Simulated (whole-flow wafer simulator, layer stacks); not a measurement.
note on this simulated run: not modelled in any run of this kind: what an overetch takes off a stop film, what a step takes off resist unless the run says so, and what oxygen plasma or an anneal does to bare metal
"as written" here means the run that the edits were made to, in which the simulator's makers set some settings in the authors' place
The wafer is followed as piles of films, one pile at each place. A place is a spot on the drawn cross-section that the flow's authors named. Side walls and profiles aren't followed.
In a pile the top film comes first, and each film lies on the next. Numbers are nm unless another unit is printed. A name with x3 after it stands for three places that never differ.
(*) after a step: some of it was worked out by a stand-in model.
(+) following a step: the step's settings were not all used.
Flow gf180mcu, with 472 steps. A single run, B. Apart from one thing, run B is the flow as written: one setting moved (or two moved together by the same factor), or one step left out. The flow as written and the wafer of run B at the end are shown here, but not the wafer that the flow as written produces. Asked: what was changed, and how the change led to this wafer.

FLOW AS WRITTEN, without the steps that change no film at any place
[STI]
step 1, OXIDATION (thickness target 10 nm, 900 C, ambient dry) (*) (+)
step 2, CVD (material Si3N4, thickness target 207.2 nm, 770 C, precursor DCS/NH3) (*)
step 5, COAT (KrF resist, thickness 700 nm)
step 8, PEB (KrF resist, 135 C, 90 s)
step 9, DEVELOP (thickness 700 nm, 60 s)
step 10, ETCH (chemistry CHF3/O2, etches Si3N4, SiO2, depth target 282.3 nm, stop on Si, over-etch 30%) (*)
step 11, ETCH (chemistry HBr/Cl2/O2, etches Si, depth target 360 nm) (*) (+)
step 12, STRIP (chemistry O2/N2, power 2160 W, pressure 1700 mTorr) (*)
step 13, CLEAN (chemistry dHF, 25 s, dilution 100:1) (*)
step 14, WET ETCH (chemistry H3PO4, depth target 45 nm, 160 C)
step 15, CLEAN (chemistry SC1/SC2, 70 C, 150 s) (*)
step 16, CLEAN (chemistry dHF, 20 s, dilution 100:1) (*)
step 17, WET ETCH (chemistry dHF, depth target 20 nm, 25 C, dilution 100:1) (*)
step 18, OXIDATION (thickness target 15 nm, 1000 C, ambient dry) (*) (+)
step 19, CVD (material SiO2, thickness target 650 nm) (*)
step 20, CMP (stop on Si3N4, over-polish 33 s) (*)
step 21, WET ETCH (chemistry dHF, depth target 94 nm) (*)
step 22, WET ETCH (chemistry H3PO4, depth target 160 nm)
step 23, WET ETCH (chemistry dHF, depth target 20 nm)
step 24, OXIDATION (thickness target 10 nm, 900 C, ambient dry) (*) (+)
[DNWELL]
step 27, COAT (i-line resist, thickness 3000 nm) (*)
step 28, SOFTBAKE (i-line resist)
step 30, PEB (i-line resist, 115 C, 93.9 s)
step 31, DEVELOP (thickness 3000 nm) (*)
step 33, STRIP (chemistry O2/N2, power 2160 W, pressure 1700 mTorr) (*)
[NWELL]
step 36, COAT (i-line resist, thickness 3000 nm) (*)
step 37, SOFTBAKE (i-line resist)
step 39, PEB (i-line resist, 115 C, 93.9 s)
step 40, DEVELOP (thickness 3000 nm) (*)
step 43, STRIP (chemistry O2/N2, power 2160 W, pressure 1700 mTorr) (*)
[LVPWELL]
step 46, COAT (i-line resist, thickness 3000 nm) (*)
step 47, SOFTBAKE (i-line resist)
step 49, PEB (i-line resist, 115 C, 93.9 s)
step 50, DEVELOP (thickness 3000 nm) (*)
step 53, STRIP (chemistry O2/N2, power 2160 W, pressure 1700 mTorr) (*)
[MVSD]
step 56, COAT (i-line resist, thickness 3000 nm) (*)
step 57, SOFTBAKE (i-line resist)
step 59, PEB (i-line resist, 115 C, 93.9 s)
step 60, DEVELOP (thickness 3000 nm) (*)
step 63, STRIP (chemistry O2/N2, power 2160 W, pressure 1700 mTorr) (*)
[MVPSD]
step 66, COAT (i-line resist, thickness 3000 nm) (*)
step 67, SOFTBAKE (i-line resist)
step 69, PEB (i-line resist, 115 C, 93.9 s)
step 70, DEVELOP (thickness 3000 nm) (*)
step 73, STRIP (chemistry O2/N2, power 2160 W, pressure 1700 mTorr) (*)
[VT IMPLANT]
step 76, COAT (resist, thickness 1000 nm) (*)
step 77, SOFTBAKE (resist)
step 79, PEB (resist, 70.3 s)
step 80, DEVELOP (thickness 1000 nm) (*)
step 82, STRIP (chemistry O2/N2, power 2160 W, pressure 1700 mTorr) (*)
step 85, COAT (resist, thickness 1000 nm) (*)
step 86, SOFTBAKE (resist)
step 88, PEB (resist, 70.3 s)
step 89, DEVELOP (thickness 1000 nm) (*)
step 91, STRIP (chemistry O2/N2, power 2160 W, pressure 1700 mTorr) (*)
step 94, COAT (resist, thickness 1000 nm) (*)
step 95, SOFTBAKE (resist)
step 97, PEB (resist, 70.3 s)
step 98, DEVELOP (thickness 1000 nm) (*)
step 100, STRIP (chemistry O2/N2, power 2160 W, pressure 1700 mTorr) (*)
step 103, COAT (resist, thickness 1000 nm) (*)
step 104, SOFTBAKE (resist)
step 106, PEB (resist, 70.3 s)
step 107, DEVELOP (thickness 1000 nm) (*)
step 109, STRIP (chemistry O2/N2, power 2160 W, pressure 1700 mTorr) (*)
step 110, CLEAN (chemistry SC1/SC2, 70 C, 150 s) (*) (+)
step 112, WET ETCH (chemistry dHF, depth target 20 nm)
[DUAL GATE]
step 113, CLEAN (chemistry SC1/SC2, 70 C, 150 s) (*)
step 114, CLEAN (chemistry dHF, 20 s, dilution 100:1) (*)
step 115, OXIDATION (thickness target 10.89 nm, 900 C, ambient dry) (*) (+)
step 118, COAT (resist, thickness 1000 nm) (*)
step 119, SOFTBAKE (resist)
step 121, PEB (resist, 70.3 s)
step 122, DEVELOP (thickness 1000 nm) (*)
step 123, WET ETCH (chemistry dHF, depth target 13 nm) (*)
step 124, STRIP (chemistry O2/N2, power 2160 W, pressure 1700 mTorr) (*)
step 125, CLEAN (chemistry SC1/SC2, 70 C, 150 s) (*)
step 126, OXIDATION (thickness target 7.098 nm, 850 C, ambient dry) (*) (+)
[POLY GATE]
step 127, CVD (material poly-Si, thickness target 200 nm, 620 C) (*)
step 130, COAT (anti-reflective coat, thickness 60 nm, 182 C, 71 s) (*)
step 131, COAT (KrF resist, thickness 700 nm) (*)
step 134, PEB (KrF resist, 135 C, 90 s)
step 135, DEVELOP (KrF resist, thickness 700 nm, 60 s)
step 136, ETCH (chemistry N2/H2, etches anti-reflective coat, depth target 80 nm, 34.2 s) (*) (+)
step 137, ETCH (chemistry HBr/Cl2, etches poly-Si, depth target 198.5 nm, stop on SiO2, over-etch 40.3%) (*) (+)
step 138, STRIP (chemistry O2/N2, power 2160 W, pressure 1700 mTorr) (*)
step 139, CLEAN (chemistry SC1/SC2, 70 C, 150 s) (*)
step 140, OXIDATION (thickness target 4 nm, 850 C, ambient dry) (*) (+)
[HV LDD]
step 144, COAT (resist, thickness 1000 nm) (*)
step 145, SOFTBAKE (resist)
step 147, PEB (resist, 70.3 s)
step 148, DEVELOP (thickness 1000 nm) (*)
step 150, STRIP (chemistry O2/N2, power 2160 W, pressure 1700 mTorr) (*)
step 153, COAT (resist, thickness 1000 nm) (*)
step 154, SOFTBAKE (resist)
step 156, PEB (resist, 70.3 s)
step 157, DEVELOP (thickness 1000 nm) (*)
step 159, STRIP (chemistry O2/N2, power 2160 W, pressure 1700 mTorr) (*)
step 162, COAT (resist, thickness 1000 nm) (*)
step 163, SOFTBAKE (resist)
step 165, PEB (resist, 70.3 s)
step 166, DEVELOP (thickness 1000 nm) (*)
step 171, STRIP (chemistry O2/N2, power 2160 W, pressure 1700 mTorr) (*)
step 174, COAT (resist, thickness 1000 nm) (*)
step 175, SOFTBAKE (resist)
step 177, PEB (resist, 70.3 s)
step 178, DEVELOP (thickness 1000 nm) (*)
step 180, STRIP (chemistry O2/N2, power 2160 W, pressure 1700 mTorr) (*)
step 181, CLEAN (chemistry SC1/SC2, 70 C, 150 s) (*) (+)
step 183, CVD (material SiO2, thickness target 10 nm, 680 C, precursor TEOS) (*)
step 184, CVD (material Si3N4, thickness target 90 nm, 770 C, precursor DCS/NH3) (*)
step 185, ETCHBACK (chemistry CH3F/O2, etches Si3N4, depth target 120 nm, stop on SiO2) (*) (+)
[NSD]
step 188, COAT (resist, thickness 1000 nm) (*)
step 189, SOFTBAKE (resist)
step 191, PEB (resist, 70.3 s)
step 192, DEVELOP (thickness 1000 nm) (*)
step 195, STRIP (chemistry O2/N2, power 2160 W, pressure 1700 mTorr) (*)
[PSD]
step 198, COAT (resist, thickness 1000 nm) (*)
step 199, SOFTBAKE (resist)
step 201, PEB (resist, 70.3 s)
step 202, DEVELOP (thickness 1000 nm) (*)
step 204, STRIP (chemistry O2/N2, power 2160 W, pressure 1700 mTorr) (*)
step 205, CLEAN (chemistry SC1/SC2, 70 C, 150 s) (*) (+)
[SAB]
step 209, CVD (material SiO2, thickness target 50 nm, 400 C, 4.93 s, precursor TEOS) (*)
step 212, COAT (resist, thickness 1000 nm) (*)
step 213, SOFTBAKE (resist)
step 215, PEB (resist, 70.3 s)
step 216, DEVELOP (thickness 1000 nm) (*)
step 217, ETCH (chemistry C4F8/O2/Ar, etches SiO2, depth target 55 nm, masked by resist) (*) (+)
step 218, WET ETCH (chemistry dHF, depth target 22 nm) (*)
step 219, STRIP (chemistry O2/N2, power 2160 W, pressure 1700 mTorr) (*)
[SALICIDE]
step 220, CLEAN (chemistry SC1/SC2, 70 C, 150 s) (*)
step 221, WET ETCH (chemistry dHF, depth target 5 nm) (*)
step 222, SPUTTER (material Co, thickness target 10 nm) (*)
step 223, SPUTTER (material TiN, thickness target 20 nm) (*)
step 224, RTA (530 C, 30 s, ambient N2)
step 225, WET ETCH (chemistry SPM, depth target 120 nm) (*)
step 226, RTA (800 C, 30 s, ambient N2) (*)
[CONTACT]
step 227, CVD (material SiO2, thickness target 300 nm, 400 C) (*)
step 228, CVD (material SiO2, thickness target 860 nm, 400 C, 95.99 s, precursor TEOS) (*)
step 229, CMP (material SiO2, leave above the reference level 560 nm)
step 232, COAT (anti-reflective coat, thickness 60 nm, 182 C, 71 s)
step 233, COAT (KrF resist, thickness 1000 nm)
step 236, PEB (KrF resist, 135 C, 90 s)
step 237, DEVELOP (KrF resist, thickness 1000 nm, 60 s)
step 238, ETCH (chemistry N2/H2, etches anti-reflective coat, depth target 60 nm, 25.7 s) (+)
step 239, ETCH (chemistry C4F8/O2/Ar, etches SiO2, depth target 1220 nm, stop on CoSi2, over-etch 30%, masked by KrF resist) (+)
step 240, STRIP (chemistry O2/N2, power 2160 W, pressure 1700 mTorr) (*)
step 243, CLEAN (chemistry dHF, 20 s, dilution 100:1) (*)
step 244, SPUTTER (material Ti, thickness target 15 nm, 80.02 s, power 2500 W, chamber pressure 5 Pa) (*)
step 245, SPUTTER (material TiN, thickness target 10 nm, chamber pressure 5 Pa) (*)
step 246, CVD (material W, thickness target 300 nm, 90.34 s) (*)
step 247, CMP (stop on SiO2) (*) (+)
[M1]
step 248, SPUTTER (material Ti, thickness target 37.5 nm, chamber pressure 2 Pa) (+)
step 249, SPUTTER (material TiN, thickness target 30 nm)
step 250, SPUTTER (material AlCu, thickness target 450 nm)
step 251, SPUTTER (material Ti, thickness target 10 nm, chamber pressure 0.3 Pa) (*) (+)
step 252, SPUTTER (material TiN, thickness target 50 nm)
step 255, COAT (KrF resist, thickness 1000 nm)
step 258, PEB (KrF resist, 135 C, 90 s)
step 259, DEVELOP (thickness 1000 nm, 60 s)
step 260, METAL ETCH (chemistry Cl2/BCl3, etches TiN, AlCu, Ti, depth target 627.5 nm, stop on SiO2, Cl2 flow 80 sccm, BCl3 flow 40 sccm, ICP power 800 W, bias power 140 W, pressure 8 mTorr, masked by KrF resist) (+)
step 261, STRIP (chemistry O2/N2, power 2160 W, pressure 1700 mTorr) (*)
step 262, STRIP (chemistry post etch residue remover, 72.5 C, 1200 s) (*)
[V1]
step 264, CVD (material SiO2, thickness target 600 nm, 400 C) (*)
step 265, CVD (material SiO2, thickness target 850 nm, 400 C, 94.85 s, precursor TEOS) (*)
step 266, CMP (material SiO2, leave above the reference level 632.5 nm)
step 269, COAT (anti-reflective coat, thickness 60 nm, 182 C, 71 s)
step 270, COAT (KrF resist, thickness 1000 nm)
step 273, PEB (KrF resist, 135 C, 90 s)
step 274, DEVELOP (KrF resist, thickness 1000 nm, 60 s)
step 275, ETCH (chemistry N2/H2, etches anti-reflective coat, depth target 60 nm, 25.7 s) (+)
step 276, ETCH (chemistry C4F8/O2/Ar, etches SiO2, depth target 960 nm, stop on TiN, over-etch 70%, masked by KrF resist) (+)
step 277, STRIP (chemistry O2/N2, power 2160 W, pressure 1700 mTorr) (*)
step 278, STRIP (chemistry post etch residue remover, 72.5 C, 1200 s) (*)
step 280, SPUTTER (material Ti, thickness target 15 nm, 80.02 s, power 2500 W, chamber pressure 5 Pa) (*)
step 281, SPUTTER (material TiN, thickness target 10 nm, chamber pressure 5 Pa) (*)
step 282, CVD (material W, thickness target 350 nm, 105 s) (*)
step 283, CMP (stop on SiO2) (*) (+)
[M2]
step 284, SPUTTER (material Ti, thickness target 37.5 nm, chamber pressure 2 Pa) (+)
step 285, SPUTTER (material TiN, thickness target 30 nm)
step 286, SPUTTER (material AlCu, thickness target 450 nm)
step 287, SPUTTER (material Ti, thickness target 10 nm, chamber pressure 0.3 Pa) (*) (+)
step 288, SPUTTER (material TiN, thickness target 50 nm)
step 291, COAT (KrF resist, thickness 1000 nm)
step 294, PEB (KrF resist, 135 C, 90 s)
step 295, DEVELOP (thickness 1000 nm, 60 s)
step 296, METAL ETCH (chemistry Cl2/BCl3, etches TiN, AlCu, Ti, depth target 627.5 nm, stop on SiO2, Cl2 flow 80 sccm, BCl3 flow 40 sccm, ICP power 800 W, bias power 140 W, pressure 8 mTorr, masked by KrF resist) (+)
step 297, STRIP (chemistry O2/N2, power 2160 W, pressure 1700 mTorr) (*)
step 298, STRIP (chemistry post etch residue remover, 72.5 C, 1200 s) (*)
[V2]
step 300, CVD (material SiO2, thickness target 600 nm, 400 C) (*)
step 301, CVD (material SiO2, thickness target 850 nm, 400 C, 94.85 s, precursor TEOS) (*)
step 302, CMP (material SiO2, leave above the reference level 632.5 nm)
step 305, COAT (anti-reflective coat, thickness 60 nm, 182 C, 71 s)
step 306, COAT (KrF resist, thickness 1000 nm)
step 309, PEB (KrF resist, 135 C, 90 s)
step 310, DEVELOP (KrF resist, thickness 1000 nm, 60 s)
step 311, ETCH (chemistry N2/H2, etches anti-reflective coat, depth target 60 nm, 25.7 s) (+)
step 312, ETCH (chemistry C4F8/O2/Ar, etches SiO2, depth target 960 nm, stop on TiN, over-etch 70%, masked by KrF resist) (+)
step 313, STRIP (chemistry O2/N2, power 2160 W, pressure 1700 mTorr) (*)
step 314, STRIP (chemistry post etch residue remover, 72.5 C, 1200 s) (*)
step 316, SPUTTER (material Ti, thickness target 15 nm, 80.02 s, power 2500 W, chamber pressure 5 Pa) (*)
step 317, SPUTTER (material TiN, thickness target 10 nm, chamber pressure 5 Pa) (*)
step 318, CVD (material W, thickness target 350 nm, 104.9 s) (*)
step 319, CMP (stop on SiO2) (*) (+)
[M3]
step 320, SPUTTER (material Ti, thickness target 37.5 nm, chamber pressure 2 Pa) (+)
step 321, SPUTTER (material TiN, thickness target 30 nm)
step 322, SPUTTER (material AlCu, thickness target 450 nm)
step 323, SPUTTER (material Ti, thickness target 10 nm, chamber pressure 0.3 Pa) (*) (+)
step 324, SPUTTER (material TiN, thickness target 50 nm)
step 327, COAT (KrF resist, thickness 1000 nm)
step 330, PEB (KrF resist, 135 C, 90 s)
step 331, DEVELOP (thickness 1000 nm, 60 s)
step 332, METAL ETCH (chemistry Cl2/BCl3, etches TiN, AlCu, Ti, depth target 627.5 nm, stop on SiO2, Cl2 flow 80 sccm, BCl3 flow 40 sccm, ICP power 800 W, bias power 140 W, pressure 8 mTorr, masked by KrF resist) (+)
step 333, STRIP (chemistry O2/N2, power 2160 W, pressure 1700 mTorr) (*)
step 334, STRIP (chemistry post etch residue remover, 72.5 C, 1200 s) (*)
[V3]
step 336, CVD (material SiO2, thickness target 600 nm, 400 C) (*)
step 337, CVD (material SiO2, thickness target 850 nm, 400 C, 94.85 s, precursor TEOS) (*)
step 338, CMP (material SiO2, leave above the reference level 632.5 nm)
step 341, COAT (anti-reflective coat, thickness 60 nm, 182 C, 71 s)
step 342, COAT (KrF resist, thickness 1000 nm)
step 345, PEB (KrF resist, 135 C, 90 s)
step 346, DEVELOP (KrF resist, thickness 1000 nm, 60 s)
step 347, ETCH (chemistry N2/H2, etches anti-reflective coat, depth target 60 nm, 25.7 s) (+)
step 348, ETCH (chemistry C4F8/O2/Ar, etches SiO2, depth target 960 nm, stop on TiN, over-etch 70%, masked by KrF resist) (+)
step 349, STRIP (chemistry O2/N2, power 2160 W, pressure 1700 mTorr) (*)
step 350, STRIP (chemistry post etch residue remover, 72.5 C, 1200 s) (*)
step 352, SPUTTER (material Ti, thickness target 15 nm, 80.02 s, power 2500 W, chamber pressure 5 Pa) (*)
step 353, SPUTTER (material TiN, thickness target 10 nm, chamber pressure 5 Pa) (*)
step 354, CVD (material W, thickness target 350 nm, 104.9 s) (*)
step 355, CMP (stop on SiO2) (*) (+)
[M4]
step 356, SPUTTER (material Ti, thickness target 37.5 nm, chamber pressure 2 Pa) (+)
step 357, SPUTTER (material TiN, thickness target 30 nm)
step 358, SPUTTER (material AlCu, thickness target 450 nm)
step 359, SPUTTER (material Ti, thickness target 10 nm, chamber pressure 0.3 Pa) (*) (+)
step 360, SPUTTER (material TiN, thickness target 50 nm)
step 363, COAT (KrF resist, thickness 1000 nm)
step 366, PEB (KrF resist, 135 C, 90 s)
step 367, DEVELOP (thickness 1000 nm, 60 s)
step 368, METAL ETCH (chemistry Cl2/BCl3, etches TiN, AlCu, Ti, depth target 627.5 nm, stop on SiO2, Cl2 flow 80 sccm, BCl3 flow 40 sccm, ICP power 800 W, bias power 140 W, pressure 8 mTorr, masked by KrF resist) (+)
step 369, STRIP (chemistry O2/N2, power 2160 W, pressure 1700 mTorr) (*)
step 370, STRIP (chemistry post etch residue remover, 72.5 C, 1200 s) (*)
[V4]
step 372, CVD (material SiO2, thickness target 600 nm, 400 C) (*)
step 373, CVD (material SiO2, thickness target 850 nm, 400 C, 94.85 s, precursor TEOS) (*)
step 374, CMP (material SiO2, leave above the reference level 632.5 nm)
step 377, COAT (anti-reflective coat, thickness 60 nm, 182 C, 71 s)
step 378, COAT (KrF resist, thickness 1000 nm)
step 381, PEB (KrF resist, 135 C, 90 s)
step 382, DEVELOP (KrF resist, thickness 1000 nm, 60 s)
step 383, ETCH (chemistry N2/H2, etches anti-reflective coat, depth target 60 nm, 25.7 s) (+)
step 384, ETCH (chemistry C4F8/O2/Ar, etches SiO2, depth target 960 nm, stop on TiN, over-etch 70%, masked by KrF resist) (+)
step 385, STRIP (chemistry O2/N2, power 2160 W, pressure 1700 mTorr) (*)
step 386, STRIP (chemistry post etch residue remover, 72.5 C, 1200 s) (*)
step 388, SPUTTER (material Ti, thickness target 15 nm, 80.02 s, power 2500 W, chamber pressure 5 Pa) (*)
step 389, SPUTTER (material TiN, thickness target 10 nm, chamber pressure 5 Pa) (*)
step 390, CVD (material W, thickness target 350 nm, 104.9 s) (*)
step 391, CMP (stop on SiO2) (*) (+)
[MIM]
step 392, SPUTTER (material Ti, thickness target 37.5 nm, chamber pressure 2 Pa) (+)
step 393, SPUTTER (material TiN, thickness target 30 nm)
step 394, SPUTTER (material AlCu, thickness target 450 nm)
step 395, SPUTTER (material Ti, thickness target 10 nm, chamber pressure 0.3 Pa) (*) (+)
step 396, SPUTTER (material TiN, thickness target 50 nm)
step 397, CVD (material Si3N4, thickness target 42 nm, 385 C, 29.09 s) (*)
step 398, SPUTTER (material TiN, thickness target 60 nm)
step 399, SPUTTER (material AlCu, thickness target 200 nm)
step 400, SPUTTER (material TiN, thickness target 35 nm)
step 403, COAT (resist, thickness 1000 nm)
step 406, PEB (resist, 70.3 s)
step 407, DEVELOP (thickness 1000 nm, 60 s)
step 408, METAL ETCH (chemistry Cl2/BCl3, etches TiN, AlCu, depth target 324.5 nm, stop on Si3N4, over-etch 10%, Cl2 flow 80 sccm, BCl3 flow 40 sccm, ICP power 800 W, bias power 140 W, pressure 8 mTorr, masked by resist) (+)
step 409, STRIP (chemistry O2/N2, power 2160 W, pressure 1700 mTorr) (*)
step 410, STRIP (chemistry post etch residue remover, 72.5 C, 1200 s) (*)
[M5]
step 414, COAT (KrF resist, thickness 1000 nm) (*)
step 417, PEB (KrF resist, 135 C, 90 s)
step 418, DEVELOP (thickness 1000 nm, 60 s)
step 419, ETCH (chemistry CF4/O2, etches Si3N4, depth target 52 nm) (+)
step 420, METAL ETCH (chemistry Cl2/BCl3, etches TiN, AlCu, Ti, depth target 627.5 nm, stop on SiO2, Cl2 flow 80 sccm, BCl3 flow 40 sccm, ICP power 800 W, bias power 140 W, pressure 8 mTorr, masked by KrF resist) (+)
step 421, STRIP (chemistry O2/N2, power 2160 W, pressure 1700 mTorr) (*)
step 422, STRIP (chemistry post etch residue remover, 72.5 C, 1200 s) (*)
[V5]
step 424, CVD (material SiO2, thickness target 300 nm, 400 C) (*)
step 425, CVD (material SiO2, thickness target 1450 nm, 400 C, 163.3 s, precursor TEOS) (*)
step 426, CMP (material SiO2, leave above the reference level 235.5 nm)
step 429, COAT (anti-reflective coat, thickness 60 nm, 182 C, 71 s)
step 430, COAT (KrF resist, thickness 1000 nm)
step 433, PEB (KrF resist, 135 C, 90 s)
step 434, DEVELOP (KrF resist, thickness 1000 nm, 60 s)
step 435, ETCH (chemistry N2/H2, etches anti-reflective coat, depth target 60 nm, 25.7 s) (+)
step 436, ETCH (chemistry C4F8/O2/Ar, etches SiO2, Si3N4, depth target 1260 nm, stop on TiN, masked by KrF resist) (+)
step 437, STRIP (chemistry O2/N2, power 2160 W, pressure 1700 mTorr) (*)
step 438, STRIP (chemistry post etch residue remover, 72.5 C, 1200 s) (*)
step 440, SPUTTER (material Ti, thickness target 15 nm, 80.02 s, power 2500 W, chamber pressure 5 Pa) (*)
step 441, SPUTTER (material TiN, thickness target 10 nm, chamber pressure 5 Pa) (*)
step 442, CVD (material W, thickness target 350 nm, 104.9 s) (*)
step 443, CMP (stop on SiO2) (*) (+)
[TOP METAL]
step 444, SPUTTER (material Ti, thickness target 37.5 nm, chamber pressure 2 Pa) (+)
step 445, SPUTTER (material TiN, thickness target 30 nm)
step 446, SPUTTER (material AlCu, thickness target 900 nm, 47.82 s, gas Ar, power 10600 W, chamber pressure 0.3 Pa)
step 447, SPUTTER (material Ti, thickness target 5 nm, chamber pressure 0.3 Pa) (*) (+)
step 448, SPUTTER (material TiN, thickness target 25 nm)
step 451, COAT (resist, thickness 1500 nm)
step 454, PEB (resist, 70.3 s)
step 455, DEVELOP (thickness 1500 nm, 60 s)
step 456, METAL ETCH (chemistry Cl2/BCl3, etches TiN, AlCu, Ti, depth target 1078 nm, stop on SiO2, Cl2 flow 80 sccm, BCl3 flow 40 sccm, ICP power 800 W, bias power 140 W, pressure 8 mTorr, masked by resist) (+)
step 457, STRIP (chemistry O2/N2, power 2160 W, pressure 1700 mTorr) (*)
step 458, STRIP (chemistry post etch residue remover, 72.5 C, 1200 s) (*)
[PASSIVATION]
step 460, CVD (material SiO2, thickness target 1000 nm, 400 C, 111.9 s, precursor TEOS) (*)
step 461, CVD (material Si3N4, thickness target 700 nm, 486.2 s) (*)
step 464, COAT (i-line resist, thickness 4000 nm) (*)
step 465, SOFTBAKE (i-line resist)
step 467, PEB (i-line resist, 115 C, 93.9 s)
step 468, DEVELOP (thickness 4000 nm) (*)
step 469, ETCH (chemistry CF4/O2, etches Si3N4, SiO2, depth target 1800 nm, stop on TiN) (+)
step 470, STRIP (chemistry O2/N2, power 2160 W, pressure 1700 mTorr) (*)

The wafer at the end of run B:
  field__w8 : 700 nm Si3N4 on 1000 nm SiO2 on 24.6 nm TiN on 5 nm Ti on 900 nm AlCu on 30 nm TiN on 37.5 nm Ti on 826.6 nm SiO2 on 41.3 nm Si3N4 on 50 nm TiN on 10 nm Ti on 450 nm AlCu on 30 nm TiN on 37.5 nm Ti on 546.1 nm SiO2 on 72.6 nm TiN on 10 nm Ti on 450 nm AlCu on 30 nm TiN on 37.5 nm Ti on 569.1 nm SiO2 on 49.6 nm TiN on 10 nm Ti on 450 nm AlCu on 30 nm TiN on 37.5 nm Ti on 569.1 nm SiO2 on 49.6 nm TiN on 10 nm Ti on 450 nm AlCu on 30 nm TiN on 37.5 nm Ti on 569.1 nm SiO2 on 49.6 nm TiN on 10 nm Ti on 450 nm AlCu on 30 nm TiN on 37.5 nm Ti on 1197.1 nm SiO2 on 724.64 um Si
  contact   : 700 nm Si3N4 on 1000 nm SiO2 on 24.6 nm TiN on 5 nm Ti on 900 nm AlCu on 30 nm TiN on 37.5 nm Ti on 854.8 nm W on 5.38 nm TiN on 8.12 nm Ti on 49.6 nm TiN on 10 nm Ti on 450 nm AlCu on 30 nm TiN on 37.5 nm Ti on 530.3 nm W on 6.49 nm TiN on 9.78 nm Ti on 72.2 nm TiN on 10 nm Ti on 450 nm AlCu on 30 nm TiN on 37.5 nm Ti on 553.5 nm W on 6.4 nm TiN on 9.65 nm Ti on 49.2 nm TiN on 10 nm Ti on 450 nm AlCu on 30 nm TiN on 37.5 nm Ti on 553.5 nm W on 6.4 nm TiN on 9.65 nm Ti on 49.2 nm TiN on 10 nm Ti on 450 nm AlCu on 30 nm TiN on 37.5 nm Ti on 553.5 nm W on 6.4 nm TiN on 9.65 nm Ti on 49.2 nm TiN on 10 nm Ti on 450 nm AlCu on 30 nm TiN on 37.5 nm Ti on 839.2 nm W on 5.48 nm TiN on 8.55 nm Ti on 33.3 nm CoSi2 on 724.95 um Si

What caused this: step 360, SPUTTER: thickness target 73 nm was run, while the flow as written has thickness target 50 nm.

How this came from the change, step by step:
  step 360, SPUTTER (material TiN, thickness target 50 nm)
      field, field__w1, field__w2 and 108 more: TiN gains 73 (new film) (as written it would have been: TiN gains 50 (new film))
  step 368, METAL ETCH (chemistry Cl2/BCl3, etches TiN, AlCu, Ti, depth target 627.5 nm, stop on SiO2, Cl2 flow 80 sccm, BCl3 flow 40 sccm, ICP power 800 W, bias power 140 W, pressure 8 mTorr, masked by KrF resist) (+)
      field, field__w1, field__w2 and 103 more: TiN loses 73 (all of it), Ti loses 10 (all of it), AlCu loses 450 (all of it), TiN loses 30 (all of it), Ti loses 37.5 (all of it) (as written it would have been: TiN loses 50 (all of it), Ti loses 10 (all of it), AlCu loses 450 (all of it), TiN loses 30 (all of it), Ti loses 37.5 (all of it))
  step 374, CMP (material SiO2, leave above the reference level 632.5 nm)
      field__w8, contact, m1, m1__w1, m1_nw: SiO2 loses 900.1 (as written it would have been: SiO2 loses 877.1)
  step 384, ETCH (chemistry C4F8/O2/Ar, etches SiO2, depth target 960 nm, stop on TiN, over-etch 70%, masked by KrF resist) (+)
      field, field__w1, field__w2 and 107 more: KrF resist loses 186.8 (as written it would have been: KrF resist loses 192)
      contact: SiO2 loses 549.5 (all of it) (as written it would have been: SiO2 loses 572.5 (all of it))
  step 390, CVD (material W, thickness target 350 nm, 104.9 s) (*)
      contact: W gains 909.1 (new film) (as written it would have been: W gains 932.3 (new film))
